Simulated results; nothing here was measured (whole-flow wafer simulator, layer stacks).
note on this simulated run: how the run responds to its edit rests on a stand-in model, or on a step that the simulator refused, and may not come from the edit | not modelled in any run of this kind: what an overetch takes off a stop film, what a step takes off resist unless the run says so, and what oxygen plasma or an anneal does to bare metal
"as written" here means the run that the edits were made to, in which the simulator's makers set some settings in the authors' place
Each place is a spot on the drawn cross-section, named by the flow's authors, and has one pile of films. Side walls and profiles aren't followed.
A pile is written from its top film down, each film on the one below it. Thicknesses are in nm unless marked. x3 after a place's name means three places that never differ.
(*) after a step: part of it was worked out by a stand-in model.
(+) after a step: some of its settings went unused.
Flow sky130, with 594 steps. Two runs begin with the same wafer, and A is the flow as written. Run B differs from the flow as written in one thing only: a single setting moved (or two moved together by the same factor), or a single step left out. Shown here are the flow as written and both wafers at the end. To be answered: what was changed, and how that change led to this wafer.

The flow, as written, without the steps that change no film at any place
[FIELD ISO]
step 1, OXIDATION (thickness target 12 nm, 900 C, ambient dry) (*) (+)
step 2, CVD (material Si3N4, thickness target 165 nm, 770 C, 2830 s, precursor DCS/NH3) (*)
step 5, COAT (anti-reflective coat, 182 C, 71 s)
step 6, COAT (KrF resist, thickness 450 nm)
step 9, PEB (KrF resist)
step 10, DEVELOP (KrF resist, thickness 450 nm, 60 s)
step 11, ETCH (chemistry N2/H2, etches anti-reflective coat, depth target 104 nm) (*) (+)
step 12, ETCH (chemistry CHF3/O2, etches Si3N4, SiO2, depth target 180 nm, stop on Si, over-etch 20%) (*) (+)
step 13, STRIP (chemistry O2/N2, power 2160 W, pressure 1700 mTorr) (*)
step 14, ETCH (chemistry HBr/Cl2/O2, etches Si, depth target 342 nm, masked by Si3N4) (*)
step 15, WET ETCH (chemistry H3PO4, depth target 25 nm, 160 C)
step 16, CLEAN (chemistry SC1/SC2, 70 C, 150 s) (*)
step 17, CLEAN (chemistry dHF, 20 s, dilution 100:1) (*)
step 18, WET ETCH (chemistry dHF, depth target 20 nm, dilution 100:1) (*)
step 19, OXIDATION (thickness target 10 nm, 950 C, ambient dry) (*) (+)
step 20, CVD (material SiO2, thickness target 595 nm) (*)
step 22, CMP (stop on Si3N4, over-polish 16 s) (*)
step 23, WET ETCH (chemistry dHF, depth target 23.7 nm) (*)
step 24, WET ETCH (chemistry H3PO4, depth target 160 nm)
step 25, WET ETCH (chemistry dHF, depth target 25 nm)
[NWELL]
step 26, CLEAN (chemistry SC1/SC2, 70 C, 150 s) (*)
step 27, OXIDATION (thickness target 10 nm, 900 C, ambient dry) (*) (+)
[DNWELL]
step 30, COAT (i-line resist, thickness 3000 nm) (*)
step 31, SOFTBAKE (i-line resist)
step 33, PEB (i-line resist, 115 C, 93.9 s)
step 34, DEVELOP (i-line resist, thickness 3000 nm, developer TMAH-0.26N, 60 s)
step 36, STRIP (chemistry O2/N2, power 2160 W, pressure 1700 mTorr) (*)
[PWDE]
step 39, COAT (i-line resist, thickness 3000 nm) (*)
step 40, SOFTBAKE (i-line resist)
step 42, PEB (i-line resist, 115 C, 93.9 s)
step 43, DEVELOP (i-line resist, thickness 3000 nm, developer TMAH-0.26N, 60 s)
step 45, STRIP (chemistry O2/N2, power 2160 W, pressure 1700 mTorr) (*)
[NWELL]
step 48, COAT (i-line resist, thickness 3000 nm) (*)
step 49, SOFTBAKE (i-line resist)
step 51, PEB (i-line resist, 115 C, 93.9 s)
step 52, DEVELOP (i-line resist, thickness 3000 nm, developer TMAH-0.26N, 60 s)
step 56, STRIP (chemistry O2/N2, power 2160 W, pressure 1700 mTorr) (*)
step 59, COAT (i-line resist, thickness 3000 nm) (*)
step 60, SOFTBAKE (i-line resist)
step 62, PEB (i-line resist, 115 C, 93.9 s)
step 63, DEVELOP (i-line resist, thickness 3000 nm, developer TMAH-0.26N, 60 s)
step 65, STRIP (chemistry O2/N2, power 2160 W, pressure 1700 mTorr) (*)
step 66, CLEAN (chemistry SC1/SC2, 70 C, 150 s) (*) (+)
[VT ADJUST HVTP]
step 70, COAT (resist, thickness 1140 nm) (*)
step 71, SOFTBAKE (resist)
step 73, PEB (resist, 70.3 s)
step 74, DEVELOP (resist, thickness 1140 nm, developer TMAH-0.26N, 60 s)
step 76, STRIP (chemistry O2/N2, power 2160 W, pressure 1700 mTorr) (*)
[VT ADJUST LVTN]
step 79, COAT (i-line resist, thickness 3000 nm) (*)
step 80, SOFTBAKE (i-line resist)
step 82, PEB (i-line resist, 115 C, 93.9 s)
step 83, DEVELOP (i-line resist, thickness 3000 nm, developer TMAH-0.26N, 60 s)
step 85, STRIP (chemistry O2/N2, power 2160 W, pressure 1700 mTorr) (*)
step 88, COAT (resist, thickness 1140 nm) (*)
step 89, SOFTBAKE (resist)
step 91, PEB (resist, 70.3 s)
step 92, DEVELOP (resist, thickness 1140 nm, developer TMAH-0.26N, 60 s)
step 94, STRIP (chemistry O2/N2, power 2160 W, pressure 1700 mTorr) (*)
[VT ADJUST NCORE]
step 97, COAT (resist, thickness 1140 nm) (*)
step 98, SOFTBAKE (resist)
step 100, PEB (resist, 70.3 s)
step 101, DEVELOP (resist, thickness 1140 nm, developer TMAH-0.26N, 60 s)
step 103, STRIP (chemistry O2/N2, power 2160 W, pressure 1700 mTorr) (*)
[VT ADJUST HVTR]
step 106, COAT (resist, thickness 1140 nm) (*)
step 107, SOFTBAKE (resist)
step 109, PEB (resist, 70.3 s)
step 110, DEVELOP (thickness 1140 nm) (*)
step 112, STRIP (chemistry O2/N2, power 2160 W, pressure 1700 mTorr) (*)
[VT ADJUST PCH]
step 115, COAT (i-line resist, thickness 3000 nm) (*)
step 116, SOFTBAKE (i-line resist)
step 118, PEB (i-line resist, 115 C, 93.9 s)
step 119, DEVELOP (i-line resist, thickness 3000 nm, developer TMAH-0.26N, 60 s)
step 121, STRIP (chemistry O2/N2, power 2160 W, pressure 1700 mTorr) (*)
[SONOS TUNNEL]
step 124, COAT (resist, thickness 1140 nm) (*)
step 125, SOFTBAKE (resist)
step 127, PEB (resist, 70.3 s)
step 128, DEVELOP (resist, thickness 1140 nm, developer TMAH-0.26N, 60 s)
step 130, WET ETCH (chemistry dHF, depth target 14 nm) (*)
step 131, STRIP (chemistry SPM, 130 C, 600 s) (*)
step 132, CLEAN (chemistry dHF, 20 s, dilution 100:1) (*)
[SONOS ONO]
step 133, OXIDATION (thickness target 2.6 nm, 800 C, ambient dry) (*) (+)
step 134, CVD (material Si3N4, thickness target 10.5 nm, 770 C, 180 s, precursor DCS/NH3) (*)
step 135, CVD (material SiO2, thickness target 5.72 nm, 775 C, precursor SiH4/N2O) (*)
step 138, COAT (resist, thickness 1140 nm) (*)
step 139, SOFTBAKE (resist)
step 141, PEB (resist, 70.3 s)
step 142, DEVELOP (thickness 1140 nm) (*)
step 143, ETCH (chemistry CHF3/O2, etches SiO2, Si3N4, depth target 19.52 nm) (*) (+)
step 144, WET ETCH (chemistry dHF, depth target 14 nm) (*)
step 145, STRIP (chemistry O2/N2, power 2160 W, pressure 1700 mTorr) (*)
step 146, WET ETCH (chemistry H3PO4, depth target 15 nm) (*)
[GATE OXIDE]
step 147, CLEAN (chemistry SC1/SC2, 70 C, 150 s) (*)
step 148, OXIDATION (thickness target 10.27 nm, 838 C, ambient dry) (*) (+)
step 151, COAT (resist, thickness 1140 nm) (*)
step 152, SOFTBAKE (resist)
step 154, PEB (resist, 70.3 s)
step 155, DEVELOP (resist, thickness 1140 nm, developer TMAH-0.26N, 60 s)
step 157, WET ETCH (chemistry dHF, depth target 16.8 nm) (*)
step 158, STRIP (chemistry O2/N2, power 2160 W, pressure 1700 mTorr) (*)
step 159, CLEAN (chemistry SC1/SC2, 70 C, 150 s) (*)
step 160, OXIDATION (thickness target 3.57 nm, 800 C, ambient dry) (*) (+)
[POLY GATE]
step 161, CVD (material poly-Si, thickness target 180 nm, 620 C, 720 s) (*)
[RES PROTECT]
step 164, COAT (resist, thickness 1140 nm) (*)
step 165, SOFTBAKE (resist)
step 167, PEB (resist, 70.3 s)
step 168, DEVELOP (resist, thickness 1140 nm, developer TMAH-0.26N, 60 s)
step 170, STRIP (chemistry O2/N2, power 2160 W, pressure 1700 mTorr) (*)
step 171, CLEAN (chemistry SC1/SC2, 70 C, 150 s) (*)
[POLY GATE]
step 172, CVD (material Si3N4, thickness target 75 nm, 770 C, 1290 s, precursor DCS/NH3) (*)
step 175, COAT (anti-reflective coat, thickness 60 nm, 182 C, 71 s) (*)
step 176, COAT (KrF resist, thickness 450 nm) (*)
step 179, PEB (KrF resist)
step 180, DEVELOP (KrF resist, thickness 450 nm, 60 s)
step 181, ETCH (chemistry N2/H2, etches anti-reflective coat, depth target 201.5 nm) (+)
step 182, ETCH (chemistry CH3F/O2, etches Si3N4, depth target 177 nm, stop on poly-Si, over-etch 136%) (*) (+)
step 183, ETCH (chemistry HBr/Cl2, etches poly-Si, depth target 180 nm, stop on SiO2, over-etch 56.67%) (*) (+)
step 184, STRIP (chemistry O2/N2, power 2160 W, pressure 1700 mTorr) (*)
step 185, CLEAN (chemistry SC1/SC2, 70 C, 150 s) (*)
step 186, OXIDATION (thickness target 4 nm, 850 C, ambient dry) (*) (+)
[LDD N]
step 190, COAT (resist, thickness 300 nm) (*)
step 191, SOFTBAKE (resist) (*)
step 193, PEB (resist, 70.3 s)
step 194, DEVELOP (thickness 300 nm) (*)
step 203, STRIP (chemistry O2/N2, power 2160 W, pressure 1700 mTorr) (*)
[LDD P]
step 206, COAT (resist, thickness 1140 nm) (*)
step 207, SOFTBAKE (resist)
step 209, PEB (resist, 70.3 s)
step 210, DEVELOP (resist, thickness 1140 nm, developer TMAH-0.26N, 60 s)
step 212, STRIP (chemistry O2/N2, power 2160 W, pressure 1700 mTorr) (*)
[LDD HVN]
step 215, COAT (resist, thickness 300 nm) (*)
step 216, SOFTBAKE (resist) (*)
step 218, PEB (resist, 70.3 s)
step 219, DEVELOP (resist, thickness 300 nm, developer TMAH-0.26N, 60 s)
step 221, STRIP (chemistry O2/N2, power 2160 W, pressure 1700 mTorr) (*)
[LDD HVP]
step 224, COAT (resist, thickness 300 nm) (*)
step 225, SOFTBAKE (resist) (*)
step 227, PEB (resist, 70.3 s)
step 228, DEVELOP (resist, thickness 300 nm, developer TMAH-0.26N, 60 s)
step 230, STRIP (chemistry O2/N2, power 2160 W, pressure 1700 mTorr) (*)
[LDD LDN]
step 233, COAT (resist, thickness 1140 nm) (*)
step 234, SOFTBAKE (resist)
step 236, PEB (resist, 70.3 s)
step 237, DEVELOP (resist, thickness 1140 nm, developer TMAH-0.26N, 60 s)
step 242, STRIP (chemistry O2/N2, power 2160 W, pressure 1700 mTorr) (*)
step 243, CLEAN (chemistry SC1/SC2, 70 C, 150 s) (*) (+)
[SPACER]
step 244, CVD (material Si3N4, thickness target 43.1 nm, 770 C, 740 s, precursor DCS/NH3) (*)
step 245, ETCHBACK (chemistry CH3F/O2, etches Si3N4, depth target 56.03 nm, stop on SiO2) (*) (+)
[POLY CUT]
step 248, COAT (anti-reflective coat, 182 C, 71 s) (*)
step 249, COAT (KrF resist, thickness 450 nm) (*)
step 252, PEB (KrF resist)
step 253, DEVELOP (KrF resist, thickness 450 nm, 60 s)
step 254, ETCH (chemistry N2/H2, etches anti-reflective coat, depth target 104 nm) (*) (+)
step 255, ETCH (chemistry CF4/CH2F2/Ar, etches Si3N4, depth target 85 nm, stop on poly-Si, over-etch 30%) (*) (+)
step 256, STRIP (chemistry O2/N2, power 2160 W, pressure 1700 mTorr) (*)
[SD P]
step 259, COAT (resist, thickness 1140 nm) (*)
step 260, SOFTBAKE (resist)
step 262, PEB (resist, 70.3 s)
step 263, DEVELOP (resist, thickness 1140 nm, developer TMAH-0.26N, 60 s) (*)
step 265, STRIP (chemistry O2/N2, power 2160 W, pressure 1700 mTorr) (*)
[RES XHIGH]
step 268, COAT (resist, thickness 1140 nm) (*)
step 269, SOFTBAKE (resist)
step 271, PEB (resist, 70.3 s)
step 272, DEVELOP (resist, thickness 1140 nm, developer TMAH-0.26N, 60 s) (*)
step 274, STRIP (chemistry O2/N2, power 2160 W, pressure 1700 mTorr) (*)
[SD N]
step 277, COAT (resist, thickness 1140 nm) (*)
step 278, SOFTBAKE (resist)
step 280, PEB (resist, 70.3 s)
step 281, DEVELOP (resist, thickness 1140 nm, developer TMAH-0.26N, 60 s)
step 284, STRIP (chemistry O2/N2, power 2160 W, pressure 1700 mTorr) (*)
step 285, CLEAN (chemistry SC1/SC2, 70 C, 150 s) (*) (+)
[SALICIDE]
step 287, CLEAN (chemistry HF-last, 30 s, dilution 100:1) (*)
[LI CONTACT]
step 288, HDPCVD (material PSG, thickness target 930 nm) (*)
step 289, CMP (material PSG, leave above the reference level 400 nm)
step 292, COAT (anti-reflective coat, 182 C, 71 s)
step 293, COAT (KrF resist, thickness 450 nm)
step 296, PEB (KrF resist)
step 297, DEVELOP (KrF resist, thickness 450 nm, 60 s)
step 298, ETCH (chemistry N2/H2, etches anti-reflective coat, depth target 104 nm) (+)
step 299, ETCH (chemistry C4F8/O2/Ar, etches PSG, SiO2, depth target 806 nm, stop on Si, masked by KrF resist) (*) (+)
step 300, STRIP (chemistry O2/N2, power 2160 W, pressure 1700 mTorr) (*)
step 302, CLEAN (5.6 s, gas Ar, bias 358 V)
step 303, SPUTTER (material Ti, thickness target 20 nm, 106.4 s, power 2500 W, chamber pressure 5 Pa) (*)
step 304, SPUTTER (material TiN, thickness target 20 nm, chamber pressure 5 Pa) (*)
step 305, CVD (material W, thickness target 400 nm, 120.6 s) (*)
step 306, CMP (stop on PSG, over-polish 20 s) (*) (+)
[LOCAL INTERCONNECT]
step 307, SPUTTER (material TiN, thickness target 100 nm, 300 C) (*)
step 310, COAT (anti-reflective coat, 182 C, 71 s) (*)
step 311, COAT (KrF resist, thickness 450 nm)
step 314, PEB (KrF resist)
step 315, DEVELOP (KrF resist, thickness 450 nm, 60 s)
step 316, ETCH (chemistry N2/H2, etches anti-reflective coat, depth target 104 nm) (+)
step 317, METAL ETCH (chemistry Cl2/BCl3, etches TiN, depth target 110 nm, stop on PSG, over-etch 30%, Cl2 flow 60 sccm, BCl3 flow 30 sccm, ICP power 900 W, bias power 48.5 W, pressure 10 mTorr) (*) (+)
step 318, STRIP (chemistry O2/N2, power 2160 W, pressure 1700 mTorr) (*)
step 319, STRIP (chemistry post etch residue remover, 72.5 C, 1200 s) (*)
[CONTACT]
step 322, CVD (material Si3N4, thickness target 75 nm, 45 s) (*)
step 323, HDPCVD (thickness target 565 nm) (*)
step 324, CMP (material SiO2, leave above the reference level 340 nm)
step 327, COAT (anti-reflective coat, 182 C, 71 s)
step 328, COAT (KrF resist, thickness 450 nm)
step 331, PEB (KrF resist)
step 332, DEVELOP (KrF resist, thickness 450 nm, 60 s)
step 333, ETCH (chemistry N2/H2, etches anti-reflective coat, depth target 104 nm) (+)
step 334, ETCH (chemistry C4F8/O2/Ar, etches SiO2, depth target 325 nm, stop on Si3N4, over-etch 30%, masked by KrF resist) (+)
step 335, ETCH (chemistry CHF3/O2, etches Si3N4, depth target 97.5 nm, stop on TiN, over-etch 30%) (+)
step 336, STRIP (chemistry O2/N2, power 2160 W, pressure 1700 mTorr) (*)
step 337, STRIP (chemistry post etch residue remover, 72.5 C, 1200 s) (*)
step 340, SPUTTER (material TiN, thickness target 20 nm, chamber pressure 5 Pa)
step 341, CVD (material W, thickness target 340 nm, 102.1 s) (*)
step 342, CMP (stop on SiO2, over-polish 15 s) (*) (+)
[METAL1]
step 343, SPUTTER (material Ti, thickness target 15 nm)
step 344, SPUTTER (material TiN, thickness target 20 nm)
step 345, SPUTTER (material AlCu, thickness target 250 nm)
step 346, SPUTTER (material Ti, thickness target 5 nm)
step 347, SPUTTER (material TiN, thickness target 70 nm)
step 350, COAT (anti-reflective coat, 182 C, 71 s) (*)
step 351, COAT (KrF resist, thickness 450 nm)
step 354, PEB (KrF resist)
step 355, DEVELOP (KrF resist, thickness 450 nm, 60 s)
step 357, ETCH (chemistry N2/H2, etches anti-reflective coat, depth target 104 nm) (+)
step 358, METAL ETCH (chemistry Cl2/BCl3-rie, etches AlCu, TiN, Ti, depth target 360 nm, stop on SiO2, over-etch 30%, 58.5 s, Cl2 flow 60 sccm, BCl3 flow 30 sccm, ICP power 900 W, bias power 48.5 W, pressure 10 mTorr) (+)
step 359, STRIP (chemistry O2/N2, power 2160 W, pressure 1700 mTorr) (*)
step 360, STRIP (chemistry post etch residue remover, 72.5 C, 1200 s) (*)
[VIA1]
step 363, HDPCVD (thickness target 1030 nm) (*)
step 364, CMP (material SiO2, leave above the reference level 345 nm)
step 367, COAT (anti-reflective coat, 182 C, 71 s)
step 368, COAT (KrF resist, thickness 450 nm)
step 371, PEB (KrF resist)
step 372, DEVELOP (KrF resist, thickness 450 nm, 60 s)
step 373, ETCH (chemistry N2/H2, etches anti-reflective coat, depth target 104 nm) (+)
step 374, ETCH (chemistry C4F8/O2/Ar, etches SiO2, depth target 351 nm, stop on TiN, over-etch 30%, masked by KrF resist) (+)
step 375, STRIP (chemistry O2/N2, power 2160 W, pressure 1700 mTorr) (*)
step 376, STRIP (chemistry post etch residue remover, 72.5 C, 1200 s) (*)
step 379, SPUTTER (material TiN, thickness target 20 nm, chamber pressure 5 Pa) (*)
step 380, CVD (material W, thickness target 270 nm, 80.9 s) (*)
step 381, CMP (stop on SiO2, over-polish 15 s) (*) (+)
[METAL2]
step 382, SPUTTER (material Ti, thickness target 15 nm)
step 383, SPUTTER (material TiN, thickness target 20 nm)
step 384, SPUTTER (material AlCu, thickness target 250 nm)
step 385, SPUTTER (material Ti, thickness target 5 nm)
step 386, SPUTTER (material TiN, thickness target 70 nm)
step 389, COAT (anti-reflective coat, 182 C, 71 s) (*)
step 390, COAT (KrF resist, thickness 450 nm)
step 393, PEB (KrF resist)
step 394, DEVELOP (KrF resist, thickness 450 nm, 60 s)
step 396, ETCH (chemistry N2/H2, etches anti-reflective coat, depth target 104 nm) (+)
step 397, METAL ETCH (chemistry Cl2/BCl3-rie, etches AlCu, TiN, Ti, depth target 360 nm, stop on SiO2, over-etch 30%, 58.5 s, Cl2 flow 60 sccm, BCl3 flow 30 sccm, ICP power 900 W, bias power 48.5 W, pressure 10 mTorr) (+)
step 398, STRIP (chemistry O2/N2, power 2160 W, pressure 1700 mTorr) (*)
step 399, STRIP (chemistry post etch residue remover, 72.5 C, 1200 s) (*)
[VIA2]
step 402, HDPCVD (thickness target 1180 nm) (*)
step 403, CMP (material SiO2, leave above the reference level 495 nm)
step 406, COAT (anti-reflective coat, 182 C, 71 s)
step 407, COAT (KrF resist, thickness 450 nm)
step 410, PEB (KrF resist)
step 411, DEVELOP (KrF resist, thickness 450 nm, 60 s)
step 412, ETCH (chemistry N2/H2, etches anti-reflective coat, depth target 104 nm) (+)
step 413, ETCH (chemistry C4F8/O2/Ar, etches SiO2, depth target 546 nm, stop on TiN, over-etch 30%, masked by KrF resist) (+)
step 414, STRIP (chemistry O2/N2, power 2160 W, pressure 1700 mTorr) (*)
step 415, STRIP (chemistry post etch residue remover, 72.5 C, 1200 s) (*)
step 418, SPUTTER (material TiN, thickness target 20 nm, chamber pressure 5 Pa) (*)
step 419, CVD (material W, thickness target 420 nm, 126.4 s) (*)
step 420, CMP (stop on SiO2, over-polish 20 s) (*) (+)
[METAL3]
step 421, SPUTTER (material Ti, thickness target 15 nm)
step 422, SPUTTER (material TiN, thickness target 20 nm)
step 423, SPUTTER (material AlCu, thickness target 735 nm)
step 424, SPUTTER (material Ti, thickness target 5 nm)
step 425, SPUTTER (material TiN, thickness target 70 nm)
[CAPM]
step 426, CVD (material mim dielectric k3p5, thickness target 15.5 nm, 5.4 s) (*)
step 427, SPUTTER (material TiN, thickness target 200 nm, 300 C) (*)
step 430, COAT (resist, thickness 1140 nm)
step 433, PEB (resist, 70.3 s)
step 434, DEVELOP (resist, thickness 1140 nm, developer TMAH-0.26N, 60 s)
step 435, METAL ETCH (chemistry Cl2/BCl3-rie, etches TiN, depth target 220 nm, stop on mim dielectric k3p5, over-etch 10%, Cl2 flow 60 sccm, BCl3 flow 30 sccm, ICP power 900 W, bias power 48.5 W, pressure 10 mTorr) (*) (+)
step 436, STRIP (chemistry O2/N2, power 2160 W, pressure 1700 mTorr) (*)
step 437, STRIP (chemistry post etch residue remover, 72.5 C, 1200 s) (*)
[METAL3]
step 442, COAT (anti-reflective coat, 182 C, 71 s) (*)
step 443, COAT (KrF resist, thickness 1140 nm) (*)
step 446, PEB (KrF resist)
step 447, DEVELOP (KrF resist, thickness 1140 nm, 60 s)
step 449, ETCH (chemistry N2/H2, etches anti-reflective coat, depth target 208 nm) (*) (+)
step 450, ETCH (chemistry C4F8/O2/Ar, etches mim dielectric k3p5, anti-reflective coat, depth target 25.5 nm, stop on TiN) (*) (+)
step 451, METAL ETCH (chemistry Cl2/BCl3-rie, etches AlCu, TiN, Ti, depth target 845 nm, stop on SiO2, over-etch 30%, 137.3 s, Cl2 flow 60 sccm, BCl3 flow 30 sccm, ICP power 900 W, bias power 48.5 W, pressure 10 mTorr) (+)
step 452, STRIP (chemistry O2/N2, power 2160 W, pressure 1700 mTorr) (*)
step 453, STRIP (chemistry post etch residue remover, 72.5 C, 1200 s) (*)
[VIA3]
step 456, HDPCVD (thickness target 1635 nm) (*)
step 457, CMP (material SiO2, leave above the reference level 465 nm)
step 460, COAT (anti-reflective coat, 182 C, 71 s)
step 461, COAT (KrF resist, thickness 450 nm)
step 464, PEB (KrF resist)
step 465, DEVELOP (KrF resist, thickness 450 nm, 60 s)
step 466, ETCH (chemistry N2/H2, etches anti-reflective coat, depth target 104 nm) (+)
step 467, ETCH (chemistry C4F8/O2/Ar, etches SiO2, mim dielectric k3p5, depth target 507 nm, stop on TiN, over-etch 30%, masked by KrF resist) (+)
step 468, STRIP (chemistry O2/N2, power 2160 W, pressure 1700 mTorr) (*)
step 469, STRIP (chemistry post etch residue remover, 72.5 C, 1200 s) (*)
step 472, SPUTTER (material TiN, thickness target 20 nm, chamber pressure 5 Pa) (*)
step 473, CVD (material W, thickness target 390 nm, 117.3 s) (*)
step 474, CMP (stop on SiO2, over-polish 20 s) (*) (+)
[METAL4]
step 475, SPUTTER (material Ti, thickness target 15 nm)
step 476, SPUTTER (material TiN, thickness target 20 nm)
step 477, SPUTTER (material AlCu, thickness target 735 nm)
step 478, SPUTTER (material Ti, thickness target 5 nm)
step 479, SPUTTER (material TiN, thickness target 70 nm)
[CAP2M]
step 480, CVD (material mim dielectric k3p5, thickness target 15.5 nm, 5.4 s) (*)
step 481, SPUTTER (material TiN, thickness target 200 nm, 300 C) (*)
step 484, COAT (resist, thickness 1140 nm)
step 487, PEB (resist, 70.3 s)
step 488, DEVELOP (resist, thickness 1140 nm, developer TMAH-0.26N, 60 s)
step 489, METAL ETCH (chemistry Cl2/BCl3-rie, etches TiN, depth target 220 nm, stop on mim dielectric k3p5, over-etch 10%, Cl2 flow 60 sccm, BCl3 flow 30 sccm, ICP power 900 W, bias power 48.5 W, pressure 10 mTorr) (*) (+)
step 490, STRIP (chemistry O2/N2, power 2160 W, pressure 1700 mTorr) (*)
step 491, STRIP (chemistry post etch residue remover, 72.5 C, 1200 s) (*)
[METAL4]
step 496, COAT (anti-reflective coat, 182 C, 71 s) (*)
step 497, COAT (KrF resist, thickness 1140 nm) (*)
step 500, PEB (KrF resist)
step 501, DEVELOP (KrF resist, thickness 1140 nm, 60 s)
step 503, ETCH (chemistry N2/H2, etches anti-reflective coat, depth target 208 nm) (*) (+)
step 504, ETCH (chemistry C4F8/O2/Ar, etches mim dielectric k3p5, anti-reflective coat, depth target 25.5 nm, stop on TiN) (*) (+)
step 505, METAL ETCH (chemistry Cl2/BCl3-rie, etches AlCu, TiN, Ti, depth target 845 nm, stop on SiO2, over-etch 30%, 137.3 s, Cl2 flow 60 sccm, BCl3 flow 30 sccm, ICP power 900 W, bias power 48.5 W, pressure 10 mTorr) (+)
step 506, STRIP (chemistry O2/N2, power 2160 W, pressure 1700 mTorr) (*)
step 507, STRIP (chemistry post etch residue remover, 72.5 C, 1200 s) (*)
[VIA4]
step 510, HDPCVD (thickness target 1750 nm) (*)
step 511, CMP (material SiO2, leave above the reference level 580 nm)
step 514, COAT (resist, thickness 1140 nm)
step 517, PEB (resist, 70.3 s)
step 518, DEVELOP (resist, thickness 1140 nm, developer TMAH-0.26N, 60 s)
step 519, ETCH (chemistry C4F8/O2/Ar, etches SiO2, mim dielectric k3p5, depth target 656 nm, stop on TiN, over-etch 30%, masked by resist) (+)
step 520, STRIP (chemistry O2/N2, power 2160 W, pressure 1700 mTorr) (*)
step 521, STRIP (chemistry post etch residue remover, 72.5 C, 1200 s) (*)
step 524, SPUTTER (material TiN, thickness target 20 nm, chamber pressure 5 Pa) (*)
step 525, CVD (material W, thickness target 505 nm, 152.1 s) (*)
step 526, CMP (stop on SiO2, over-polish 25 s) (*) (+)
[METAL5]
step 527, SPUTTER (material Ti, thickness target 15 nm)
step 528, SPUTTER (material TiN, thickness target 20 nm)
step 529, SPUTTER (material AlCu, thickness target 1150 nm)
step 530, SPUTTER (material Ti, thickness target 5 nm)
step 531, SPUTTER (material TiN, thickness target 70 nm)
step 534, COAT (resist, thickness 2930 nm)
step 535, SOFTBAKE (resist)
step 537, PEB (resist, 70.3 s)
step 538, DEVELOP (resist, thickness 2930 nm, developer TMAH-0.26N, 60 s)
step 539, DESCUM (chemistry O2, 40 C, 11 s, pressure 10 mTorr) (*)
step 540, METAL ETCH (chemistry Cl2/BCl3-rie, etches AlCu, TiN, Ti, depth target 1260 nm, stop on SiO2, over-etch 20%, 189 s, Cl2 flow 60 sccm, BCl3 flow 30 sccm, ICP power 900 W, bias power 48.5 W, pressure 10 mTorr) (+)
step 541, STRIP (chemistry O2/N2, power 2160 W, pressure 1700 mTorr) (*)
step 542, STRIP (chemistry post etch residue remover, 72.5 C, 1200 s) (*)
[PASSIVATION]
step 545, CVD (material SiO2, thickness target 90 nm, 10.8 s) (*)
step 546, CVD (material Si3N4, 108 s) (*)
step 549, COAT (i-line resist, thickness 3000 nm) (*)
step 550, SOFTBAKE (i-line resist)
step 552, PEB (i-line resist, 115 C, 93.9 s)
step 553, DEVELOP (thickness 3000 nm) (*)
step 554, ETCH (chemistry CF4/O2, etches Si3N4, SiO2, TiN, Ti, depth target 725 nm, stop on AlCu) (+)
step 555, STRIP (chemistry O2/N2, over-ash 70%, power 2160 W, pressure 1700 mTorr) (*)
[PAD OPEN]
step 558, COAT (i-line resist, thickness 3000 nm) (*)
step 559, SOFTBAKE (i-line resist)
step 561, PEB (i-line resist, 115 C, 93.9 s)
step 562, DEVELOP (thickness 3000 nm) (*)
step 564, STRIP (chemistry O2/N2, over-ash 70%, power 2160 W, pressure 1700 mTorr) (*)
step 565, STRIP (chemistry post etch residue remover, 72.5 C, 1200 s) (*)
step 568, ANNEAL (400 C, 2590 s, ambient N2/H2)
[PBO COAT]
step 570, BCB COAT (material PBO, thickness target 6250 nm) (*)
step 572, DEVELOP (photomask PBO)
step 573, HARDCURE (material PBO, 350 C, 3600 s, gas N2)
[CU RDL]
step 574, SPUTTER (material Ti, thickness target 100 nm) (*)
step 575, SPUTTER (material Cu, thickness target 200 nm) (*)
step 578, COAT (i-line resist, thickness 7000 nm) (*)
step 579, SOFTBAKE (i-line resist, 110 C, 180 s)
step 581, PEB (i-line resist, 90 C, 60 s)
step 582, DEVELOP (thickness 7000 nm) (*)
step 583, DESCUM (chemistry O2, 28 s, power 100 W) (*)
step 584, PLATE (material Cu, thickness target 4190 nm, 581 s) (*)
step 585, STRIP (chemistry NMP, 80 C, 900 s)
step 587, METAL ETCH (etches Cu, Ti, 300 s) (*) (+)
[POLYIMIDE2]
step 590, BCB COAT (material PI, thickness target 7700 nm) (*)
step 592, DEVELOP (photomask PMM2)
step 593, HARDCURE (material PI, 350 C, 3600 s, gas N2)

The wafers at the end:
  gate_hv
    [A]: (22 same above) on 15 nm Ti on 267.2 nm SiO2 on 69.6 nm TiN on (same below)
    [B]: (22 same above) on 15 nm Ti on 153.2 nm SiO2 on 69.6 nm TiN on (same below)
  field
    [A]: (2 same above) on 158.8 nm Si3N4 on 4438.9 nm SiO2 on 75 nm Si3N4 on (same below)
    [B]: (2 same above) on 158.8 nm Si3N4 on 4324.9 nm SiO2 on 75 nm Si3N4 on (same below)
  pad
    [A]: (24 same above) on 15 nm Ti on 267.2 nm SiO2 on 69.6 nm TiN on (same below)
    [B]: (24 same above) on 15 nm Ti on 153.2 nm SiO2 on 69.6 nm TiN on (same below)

The reason: step 364, CMP: leave above the reference level 231 nm was run, whereas the flow has leave above the reference level 345 nm.

The path from the change to this, step by step:
  step 364, CMP (material SiO2, leave above the reference level 345 nm)
      n_well, p_well, gate_hv and 100 more: A SiO2 loses 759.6 | B SiO2 loses 873.6
      field, active, gate and 81 more: A SiO2 loses 389.1 | B SiO2 loses 503.1
      (as well as at 4 more places)
  step 374, ETCH (chemistry C4F8/O2/Ar, etches SiO2, depth target 351 nm, stop on TiN, over-etch 30%, masked by KrF resist) (+)
      field, active, n_well and 186 more: A KrF resist loses 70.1 | B KrF resist loses 40.5
      m1, via1_hole: A SiO2 loses 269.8 (all of it) | B SiO2 loses 155.8 (all of it)
  step 375, STRIP (chemistry O2/N2, power 2160 W, pressure 1700 mTorr) (*)
      field, active, n_well and 186 more: A KrF resist loses 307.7 (all of it), anti-reflective coat loses 80 (all of it) | B KrF resist loses 337.3 (all of it), anti-reflective coat loses 80 (all of it)
  step 379, SPUTTER (material TiN, thickness target 20 nm, chamber pressure 5 Pa) (*)
      m1: A TiN gains 11 | B TiN gains 13.4
      via1_hole: A TiN gains 10.9 | B TiN gains 13.4
  step 380, CVD (material W, thickness target 270 nm, 80.9 s) (*)
      m1: A W gains 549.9 (new film) | B W gains 433.4 (new film)
      via1_hole: A W gains 549.9 (new film) | B W gains 433.5 (new film)
